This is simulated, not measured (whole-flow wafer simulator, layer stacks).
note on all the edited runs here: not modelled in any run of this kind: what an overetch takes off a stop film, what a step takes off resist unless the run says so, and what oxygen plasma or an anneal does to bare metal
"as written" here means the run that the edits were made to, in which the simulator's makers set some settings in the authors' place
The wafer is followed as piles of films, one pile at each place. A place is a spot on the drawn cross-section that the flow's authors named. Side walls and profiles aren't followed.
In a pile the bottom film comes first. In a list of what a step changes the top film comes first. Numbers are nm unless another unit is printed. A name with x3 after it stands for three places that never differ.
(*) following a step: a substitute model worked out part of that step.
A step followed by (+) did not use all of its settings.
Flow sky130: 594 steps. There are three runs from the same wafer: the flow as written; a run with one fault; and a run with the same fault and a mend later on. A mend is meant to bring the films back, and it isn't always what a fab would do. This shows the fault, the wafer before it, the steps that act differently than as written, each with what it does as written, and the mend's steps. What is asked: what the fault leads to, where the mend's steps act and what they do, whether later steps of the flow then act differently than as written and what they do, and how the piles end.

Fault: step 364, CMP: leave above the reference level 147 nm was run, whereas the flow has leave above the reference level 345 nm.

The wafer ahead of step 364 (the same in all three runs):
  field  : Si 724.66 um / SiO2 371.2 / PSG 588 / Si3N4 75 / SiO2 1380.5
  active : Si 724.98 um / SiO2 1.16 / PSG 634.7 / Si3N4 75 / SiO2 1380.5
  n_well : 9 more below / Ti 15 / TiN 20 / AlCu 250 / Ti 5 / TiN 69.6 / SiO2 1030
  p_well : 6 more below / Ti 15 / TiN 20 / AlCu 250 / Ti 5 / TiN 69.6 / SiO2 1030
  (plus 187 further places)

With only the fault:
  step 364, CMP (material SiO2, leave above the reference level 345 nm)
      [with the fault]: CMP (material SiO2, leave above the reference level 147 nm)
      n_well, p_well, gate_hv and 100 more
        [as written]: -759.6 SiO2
        [with the fault]: -957.6 SiO2
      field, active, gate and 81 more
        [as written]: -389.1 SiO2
        [with the fault]: -587.1 SiO2
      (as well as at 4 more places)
  Steps further on in the flow that do not act as written (not shown: 10 more steps that differ only slightly, by at most 2% or 0.5 nm, whichever is larger):
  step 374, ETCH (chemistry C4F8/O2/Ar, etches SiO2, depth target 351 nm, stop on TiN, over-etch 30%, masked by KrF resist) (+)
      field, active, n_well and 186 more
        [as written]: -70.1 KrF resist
        [with the fault]: -18.7 KrF resist
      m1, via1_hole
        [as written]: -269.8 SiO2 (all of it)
        [with the fault]: -71.8 SiO2 (all of it)
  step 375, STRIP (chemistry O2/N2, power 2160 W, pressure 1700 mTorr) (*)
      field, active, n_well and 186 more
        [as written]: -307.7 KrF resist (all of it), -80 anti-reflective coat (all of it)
        [with the fault]: -359.2 KrF resist (all of it), -80 anti-reflective coat (all of it)
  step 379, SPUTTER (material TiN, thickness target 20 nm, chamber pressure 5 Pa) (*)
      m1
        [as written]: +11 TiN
        [with the fault]: +16.1 TiN
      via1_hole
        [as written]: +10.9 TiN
        [with the fault]: +16 TiN
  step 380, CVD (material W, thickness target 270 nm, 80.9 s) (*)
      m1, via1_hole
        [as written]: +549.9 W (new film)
        [with the fault]: +346.8 W (new film)
  By the end, the piles at field, active, n_well and 190 more depart from the flow's by more than 2% or 0.5 nm, whichever is larger.
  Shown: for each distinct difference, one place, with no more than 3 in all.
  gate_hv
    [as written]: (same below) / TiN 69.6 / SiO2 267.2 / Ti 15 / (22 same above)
    [with the fault]: (same below) / TiN 69.6 / SiO2 69.2 / Ti 15 / (22 same above)
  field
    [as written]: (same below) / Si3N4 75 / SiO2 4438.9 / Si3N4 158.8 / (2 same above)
    [with the fault]: (same below) / Si3N4 75 / SiO2 4240.9 / Si3N4 158.8 / (2 same above)
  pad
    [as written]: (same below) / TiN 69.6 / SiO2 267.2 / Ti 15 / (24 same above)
    [with the fault]: (same below) / TiN 69.6 / SiO2 69.2 / Ti 15 / (24 same above)

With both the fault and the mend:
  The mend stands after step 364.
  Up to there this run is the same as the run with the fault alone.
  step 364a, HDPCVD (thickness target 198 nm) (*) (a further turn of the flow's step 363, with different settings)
      field, active, n_well and 188 more
        +198 SiO2
  Later steps of the flow that are run all act as written at every place that is followed, up to a difference of at most 2% or 0.5 nm, whichever is larger.
  By the end, the piles equal the flow's at every place that both follow.
